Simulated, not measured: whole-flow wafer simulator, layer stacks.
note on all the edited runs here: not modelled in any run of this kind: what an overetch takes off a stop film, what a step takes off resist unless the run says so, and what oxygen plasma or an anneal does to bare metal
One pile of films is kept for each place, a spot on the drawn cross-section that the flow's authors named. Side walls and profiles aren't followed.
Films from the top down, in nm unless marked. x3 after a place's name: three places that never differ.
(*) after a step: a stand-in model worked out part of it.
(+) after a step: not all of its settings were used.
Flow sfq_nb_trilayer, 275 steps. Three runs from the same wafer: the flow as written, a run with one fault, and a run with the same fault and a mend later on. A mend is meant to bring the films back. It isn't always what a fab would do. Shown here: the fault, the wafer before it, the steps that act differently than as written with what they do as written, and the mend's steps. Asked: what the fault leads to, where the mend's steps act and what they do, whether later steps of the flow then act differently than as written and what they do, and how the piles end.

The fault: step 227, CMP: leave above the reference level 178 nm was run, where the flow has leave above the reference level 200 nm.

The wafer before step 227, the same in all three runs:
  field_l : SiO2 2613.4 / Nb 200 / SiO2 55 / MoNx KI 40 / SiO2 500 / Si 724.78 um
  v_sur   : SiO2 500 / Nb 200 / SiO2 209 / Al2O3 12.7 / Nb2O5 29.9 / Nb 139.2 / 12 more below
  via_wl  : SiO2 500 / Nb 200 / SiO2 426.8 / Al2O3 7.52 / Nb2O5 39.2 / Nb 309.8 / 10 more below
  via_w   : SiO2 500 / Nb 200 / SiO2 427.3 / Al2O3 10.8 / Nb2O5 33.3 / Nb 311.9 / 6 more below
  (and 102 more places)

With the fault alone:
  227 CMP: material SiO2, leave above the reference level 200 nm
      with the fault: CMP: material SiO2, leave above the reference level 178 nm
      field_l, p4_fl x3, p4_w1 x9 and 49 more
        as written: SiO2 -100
        with the fault: SiO2 -122
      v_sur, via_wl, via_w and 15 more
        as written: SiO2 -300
        with the fault: SiO2 -322
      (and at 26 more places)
  Later steps of the flow that act differently than as written (2 more steps differ only slightly, by at most 2% or 0.5 nm, whichever is larger, and aren't shown):
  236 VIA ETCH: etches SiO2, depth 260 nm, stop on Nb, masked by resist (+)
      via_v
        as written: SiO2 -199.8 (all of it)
        with the fault: SiO2 -177.8 (all of it)
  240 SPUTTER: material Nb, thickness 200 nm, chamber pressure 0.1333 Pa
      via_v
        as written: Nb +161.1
        with the fault: Nb +166.4
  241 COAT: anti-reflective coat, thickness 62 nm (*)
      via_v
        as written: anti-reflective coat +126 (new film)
        with the fault: anti-reflective coat +121.4 (new film)
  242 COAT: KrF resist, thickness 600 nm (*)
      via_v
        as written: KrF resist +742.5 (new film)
        with the fault: KrF resist +723.6 (new film)
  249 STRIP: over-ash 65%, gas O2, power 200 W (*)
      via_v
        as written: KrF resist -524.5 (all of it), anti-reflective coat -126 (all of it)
        with the fault: KrF resist -505.7 (all of it), anti-reflective coat -121.4 (all of it)
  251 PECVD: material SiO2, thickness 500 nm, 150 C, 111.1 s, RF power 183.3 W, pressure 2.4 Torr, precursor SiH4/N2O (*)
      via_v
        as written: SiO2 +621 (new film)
        with the fault: SiO2 +593.7 (new film)
  At the end the piles differ from the flow's by more than 2% or 0.5 nm, whichever is larger, at v_sur, via_wl, via_w and 62 more.
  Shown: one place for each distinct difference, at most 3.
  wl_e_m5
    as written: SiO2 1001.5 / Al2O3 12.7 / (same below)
    with the fault: SiO2 979.5 / Al2O3 12.7 / (same below)
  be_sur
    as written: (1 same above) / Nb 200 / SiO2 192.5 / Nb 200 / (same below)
    with the fault: (1 same above) / Nb 200 / SiO2 170.5 / Nb 200 / (same below)
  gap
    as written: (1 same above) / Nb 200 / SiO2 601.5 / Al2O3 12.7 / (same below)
    with the fault: (1 same above) / Nb 200 / SiO2 579.5 / Al2O3 12.7 / (same below)

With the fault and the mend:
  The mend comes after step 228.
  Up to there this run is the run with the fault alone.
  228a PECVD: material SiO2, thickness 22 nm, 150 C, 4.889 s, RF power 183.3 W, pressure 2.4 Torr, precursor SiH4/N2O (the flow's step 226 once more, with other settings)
      field_l, v_sur, via_wl and 103 more
        SiO2 +22
  No later step of the flow acts differently than as written, at any place that is followed, by more than 2% or 0.5 nm, whichever is larger.
  At the end the piles are the same as the flow's at every place that both follow.
